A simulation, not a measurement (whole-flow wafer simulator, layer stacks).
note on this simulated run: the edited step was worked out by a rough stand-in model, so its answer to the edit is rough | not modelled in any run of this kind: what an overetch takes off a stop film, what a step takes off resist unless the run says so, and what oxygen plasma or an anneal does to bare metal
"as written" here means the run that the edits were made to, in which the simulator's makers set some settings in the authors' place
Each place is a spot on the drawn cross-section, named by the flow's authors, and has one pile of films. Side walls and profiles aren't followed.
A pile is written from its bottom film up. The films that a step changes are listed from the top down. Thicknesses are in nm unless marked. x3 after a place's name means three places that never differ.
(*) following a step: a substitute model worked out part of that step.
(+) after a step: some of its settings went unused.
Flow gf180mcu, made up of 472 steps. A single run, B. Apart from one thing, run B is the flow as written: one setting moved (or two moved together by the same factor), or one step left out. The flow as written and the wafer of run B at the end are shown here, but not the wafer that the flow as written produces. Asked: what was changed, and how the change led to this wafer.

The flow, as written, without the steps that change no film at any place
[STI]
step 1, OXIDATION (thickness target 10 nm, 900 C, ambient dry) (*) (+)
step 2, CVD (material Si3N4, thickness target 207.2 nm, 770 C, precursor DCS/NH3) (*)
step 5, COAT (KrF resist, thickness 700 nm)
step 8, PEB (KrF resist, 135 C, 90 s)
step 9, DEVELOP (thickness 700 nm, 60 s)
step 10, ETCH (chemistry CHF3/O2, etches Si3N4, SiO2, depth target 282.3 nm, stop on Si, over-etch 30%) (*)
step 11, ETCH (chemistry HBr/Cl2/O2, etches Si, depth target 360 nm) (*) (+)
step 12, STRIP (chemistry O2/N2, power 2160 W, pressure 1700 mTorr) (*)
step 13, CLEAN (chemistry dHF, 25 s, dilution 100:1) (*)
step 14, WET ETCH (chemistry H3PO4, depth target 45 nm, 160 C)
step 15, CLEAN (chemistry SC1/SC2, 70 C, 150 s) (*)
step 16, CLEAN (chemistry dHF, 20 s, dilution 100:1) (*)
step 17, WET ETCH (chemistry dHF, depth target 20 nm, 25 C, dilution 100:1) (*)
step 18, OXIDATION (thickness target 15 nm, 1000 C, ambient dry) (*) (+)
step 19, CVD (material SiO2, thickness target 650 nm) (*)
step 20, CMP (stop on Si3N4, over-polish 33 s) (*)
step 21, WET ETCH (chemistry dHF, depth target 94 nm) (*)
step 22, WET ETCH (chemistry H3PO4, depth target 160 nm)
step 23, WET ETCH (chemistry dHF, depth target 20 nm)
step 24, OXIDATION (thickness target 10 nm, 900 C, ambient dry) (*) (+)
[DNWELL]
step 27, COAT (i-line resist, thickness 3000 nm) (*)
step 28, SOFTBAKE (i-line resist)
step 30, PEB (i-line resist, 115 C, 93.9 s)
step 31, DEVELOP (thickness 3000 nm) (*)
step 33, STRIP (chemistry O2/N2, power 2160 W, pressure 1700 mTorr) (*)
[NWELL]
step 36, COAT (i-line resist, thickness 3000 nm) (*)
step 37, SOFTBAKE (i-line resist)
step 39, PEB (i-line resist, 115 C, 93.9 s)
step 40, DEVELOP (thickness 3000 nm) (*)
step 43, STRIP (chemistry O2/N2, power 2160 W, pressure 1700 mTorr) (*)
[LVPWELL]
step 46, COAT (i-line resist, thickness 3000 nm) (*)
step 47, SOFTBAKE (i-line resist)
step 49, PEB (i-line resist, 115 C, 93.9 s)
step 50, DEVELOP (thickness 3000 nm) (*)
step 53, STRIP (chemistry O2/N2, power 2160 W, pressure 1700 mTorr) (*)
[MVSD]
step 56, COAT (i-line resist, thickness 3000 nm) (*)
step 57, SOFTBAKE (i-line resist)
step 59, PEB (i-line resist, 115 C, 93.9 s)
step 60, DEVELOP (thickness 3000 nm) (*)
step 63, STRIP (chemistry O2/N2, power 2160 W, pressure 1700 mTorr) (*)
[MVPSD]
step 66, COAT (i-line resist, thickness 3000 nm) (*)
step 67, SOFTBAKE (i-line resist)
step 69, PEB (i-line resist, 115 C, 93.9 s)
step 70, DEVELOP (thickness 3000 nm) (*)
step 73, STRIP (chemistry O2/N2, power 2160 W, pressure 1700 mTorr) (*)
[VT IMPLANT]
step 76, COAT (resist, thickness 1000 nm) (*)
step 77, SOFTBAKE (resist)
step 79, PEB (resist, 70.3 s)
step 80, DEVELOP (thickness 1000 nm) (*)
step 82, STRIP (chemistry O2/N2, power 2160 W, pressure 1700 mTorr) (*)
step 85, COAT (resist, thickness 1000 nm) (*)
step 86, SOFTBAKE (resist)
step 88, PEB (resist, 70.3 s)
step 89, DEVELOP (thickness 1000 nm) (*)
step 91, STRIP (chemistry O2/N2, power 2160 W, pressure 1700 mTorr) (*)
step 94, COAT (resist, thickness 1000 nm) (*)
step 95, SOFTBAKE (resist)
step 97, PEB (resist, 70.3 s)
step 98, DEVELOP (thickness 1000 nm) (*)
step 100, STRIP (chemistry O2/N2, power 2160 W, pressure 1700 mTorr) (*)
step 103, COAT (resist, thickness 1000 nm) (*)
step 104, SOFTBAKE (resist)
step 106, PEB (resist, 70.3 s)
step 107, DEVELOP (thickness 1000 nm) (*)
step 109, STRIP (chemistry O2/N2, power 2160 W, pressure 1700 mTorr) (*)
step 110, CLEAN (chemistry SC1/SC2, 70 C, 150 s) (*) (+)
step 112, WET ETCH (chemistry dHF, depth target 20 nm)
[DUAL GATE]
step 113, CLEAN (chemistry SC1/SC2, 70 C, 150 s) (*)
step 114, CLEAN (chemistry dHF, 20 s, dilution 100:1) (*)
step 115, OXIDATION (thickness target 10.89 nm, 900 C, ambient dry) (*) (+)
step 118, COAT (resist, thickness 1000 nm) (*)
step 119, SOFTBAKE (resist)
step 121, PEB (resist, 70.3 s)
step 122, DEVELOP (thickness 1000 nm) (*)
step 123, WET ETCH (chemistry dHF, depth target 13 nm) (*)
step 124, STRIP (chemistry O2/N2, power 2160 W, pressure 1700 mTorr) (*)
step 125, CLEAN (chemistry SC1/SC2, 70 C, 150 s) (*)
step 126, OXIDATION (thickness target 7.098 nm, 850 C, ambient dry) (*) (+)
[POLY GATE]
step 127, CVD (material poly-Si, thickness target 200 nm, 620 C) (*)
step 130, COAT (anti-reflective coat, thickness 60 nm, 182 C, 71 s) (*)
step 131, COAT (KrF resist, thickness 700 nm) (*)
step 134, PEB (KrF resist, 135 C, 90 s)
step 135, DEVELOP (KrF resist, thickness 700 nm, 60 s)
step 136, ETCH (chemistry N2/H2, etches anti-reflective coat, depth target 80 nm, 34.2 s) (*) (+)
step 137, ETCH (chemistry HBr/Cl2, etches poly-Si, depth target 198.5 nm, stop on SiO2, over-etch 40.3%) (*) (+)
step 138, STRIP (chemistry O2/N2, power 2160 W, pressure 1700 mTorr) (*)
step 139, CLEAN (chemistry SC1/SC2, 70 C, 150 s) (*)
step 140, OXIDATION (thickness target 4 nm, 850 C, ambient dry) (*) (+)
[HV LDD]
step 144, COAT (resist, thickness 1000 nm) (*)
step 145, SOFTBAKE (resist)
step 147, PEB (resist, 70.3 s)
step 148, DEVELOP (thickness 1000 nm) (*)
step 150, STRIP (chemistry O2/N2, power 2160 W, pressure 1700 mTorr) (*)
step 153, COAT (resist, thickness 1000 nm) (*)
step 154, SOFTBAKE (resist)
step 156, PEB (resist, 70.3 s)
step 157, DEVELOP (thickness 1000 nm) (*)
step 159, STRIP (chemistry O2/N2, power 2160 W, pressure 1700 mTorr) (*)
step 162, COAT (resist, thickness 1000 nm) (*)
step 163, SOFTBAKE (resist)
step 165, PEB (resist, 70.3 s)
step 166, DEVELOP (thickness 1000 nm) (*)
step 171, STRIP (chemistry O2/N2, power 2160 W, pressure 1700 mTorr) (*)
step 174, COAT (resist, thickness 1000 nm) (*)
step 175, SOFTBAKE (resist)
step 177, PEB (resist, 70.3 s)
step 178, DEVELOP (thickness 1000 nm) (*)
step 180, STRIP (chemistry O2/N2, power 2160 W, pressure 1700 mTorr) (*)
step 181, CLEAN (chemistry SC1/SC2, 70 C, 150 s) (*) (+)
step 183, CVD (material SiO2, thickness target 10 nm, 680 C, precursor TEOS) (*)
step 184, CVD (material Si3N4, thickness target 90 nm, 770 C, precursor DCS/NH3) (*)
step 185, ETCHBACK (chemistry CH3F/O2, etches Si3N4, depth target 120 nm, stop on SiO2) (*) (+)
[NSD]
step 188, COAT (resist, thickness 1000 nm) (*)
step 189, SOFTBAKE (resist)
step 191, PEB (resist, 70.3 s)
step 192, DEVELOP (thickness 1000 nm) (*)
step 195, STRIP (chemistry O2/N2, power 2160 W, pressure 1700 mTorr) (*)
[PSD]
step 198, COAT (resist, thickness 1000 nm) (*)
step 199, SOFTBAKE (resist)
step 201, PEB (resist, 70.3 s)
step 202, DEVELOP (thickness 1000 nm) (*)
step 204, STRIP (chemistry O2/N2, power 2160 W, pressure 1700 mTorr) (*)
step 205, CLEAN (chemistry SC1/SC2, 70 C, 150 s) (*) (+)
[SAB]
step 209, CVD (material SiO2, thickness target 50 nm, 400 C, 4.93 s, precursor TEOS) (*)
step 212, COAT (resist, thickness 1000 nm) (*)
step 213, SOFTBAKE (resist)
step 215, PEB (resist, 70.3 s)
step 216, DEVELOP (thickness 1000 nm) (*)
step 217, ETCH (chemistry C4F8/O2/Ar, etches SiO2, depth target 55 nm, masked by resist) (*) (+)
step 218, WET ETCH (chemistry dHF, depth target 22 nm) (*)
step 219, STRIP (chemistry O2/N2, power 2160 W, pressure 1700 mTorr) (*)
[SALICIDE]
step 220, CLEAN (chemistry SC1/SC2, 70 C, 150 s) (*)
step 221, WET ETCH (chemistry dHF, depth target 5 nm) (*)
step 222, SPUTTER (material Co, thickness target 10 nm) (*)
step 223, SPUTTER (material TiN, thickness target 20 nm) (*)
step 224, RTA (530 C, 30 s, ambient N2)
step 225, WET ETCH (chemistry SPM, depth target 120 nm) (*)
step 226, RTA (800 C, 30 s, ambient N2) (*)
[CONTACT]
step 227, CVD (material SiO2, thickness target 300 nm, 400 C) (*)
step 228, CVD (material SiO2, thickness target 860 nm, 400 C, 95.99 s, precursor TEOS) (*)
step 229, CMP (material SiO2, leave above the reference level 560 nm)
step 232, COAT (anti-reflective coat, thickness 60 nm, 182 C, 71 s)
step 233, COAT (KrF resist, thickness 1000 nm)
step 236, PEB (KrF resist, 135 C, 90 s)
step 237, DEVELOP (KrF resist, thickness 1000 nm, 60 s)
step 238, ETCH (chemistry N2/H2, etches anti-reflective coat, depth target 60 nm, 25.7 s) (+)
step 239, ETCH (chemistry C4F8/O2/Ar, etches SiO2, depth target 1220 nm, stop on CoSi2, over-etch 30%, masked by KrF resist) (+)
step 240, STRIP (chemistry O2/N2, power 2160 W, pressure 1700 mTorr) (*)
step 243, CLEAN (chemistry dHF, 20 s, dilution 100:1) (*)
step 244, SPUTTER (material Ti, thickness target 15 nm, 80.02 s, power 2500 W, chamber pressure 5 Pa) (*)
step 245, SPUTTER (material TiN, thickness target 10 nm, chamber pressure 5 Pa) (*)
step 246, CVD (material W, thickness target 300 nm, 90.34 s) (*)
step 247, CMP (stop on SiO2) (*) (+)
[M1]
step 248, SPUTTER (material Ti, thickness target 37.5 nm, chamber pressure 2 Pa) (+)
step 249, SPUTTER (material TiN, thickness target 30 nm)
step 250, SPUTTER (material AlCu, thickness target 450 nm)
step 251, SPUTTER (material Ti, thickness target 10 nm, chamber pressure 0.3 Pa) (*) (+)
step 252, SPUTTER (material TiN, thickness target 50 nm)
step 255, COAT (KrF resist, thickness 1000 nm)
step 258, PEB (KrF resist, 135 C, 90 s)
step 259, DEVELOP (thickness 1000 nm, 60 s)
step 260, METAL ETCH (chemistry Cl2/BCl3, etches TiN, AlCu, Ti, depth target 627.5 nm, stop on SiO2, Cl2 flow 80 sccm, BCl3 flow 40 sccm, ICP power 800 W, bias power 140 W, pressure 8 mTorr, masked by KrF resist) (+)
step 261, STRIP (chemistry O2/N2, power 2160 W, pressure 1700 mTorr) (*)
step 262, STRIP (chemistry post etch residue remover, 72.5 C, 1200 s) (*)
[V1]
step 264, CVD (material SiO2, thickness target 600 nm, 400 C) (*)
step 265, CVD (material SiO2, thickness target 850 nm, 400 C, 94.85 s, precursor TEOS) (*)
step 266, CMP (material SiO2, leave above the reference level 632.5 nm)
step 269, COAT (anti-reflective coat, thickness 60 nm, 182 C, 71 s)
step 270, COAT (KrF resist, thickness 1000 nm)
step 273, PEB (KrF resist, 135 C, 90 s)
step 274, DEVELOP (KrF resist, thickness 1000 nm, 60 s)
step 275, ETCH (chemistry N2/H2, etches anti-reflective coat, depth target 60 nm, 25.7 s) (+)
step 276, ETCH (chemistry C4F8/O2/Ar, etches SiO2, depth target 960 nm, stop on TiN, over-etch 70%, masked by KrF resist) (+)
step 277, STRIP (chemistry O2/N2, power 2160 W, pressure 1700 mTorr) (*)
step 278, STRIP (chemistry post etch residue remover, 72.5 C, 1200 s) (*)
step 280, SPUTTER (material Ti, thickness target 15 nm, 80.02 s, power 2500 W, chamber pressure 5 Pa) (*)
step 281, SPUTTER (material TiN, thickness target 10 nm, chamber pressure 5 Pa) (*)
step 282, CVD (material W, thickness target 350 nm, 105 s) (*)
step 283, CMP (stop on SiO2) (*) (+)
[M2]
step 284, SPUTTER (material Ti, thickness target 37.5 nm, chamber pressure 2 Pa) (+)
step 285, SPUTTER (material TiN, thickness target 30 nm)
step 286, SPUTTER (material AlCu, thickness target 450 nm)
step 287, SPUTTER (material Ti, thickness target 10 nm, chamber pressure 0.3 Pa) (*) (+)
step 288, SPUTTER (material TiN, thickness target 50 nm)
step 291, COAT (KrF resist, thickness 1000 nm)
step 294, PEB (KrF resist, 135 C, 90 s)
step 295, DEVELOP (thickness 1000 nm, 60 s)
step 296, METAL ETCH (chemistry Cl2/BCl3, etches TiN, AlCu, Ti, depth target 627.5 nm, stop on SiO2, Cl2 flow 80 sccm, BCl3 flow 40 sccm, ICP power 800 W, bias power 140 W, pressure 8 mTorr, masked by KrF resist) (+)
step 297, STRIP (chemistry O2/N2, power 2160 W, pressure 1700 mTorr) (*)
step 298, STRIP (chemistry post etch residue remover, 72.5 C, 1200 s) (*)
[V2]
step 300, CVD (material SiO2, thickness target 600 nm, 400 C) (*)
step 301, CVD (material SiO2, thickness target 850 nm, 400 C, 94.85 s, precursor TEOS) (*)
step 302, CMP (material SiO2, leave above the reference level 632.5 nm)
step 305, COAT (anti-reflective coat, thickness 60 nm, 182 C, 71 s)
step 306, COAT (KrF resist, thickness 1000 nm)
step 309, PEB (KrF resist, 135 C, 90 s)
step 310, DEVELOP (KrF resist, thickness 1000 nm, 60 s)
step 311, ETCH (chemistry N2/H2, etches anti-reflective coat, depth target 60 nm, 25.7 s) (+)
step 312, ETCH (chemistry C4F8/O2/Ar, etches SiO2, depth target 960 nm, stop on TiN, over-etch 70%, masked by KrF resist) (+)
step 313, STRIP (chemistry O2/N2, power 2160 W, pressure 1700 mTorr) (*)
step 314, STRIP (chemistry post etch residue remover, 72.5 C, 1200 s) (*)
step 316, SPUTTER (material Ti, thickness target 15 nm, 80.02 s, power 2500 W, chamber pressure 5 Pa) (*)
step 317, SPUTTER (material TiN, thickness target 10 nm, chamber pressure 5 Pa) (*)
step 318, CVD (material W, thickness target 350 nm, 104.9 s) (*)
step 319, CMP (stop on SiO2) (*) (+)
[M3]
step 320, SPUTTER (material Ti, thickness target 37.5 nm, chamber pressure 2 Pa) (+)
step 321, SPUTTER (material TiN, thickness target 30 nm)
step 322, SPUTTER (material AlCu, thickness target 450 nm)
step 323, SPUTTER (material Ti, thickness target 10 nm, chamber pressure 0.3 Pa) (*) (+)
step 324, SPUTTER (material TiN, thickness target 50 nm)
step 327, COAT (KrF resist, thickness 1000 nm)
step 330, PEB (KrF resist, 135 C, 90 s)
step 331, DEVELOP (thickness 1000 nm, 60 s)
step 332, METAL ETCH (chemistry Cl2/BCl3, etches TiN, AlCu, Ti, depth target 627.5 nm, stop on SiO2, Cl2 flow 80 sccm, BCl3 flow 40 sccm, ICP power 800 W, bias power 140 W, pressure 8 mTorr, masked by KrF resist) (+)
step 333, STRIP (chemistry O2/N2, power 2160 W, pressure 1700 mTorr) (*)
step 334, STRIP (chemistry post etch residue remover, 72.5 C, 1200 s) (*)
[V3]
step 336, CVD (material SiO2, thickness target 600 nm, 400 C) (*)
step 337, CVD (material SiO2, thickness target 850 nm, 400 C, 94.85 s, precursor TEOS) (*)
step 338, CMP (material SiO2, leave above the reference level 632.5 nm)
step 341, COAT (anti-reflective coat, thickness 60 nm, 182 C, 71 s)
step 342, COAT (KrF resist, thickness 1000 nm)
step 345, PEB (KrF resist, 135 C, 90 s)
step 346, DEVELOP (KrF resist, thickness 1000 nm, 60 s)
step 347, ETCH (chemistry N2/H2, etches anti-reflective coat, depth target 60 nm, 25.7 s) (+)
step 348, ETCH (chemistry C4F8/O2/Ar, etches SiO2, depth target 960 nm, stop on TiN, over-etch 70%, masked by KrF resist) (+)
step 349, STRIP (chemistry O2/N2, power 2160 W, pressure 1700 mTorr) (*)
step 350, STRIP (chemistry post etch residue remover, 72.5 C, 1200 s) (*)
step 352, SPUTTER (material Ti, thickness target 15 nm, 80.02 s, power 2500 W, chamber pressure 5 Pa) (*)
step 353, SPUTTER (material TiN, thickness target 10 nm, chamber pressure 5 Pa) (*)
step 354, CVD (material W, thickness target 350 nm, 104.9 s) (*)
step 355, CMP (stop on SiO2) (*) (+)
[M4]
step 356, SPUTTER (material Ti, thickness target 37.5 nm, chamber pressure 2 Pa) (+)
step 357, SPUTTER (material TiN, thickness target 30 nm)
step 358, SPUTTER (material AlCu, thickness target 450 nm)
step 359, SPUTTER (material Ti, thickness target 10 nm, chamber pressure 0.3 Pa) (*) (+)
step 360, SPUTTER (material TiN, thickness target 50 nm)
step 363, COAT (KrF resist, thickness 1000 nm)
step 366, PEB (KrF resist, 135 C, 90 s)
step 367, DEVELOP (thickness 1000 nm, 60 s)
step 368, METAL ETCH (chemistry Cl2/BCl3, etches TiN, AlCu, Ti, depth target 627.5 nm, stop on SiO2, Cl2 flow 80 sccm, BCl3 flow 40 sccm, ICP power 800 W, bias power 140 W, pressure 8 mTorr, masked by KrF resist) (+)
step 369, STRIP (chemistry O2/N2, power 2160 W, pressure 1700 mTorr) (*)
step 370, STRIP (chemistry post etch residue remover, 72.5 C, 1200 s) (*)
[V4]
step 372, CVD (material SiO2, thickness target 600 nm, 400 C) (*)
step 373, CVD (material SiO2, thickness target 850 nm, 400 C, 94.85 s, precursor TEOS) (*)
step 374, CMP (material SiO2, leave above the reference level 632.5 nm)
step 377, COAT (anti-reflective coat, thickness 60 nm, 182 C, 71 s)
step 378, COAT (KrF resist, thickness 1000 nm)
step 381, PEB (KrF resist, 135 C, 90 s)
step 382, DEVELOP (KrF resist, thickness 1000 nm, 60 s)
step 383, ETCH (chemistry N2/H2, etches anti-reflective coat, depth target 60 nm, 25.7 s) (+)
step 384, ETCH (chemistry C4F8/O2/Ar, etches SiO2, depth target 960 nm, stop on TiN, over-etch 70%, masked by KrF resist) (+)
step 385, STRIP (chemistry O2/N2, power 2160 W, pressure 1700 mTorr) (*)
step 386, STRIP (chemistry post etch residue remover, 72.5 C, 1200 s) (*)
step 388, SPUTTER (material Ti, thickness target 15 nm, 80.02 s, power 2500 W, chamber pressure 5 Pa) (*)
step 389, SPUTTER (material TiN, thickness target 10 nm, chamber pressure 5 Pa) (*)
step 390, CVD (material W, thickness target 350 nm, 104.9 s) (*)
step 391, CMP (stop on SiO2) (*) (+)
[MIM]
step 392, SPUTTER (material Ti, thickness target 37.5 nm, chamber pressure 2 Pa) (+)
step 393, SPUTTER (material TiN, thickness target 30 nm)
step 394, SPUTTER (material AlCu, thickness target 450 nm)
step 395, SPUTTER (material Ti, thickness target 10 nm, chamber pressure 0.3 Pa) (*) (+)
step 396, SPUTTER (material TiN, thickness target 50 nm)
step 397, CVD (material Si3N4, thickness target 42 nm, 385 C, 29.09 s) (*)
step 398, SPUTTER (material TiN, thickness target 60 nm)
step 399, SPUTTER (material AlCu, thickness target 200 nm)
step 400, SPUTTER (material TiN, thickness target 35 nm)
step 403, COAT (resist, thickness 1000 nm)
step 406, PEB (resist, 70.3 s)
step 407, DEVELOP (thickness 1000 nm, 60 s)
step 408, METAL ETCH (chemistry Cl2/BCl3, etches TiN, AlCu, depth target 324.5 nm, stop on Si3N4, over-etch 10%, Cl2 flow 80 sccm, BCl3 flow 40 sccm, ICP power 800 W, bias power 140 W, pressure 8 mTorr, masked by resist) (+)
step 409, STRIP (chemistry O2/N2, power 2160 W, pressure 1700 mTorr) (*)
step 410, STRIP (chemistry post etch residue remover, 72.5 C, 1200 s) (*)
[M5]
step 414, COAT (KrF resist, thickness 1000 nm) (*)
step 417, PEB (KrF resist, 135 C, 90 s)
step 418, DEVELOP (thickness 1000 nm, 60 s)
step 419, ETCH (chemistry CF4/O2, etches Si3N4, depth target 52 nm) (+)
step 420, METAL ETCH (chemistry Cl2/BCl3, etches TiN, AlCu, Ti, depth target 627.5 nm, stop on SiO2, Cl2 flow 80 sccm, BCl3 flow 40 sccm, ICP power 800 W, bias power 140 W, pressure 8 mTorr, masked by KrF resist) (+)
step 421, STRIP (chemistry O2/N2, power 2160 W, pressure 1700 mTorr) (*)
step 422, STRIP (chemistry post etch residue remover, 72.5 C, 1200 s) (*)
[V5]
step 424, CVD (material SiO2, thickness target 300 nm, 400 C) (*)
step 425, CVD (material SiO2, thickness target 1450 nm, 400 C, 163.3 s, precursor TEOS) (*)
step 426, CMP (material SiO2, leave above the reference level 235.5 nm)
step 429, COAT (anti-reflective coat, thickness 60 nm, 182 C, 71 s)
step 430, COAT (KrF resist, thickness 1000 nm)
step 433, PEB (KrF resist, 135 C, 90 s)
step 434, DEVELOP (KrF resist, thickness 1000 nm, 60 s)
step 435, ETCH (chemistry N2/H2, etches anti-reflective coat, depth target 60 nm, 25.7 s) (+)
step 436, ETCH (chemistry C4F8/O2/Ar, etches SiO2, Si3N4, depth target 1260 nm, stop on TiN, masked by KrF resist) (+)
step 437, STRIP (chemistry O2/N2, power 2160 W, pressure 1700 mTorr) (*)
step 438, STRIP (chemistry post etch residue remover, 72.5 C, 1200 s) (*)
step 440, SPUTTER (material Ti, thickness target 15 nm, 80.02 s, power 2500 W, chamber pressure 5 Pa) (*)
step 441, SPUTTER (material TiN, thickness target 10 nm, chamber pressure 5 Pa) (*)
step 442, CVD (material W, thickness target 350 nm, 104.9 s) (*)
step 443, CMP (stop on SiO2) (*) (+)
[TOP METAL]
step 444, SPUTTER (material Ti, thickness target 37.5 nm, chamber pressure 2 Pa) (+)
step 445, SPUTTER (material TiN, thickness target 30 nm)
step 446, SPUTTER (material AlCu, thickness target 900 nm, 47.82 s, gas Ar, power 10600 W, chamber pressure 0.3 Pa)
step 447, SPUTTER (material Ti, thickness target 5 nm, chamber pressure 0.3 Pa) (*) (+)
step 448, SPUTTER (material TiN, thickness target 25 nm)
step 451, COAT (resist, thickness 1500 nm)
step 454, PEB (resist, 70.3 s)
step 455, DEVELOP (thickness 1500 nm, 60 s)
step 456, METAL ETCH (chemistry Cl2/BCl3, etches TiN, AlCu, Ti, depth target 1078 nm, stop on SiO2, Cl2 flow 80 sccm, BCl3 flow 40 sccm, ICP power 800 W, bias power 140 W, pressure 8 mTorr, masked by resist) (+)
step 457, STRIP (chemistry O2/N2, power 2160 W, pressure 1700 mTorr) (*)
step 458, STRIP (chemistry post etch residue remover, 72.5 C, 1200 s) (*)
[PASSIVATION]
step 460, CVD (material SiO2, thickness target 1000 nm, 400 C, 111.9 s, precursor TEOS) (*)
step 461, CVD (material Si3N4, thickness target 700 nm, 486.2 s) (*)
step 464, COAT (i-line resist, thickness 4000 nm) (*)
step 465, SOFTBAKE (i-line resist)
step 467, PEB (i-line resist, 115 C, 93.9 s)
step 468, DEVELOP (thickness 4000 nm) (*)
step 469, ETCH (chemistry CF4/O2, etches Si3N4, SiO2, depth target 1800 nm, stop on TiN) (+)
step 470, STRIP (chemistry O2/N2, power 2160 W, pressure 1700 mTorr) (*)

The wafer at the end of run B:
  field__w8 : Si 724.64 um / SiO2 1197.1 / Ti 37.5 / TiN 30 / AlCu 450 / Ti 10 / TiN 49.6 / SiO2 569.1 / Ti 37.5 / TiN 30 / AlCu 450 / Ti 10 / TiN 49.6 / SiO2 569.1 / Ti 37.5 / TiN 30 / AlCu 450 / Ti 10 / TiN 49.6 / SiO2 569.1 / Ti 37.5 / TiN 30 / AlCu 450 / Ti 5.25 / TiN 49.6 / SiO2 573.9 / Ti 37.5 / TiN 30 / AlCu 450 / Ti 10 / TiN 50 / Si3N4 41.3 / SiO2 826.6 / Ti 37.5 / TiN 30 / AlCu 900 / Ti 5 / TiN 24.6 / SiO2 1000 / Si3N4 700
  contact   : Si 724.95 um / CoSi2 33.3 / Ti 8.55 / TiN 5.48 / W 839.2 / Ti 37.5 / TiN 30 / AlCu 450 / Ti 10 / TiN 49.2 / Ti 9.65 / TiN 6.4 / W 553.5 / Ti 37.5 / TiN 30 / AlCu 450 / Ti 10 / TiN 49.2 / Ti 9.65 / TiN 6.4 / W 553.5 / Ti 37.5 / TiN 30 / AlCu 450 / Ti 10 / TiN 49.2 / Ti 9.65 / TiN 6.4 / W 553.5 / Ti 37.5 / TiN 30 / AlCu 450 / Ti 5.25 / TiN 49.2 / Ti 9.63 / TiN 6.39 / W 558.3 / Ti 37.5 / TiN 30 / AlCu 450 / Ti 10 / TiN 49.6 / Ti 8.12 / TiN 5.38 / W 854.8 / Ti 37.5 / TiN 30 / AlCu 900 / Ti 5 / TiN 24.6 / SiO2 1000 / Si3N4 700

Cause: step 359, SPUTTER: thickness target 5.25 nm was run, whereas the flow has thickness target 10 nm.
The wafer lets one read it off: field__w8 has Ti 5.25, and step 359 as written asks for 10 nm.

Step by step, how the change led to this:
  step 359, SPUTTER (material Ti, thickness target 10 nm, chamber pressure 0.3 Pa) (*) (+)
      field, field__w1, field__w2 and 108 more: Ti gains 5.25 (new film) (it would be, as written: Ti gains 10 (new film))
  step 368, METAL ETCH (chemistry Cl2/BCl3, etches TiN, AlCu, Ti, depth target 627.5 nm, stop on SiO2, Cl2 flow 80 sccm, BCl3 flow 40 sccm, ICP power 800 W, bias power 140 W, pressure 8 mTorr, masked by KrF resist) (+)
      field, field__w1, field__w2 and 103 more: TiN loses 50 (all of it), Ti loses 5.25 (all of it), AlCu loses 450 (all of it), TiN loses 30 (all of it), Ti loses 37.5 (all of it) (it would be, as written: TiN loses 50 (all of it), Ti loses 10 (all of it), AlCu loses 450 (all of it), TiN loses 30 (all of it), Ti loses 37.5 (all of it))
